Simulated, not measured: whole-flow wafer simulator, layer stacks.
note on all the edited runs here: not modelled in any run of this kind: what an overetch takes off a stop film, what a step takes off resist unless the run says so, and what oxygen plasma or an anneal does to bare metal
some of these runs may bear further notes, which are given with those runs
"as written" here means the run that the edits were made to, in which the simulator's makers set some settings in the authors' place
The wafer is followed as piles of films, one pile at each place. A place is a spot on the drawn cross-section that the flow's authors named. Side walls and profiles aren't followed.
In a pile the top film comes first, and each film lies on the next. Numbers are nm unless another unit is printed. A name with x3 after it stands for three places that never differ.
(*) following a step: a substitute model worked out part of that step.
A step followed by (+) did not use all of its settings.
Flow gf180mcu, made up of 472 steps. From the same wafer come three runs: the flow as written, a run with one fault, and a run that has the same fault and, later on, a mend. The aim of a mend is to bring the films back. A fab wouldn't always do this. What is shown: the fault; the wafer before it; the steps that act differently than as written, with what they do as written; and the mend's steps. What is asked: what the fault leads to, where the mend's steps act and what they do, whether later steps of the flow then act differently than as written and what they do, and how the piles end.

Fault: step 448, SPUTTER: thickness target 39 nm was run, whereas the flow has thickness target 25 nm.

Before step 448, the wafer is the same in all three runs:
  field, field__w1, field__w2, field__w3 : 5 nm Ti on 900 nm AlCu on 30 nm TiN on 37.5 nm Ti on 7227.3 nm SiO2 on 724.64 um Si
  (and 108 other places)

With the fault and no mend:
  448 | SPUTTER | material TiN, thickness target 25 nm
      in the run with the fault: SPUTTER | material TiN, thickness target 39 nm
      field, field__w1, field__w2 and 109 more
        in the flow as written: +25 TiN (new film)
        in the run with the fault: +39 TiN (new film)
  Steps later in the flow that act otherwise than as written (4 more steps, not shown, differ only slightly: by at most 2% or 0.5 nm, whichever is larger):
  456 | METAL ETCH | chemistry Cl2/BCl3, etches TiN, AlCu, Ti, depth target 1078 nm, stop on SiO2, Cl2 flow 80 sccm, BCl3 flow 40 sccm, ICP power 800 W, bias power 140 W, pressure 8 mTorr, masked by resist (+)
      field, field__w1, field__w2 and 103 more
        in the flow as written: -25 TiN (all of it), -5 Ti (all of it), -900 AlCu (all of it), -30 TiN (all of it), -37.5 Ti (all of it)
        in the run with the fault: -39 TiN (all of it), -5 Ti (all of it), -900 AlCu (all of it), -30 TiN (all of it), -37.5 Ti (all of it)
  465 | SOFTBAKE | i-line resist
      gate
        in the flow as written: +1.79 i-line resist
        in the run with the fault: -0.23 i-line resist
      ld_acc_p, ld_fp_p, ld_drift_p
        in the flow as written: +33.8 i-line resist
        in the run with the fault: +27.5 i-line resist
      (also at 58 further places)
  At field__w8, contact, m1, m1__w1, pad, m1_nw, the piles at the end differ from the flow's by more than 2% or 0.5 nm, whichever is larger.
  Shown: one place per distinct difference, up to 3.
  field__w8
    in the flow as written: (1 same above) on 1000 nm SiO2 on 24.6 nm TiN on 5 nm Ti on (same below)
    in the run with the fault: (1 same above) on 1000 nm SiO2 on 38.6 nm TiN on 5 nm Ti on (same below)
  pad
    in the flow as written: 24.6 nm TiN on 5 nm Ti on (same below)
    in the run with the fault: 38.6 nm TiN on 5 nm Ti on (same below)

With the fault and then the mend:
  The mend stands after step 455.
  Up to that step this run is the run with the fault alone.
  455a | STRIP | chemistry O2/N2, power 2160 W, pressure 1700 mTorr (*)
      field__w8, contact, m1, m1__w1, pad, m1_nw
        -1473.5 resist (all of it)
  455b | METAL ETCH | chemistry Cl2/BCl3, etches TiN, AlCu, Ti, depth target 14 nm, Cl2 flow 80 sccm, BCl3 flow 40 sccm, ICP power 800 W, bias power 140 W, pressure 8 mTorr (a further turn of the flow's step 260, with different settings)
      field, field__w1, field__w2 and 109 more
        -14 TiN
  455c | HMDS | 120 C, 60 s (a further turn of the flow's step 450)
      alters no film at any place that is followed
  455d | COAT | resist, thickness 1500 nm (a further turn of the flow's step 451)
      field, field__w1, field__w2 and 109 more
        +1500 resist (new film)
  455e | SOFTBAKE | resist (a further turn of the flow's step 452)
      alters no film at any place that is followed
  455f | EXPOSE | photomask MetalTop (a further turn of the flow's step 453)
      alters no film at any place that is followed
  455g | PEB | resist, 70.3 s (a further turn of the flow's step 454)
      field, field__w1, field__w2 and 109 more
        -26.5 resist
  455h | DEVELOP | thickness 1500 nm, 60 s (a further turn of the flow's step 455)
      field, field__w1, field__w2 and 103 more
        -1473.5 resist (all of it)
  Later steps of the flow that are run all act as written at every place that is followed.
  By the end, the piles equal the flow's at every place that both follow.
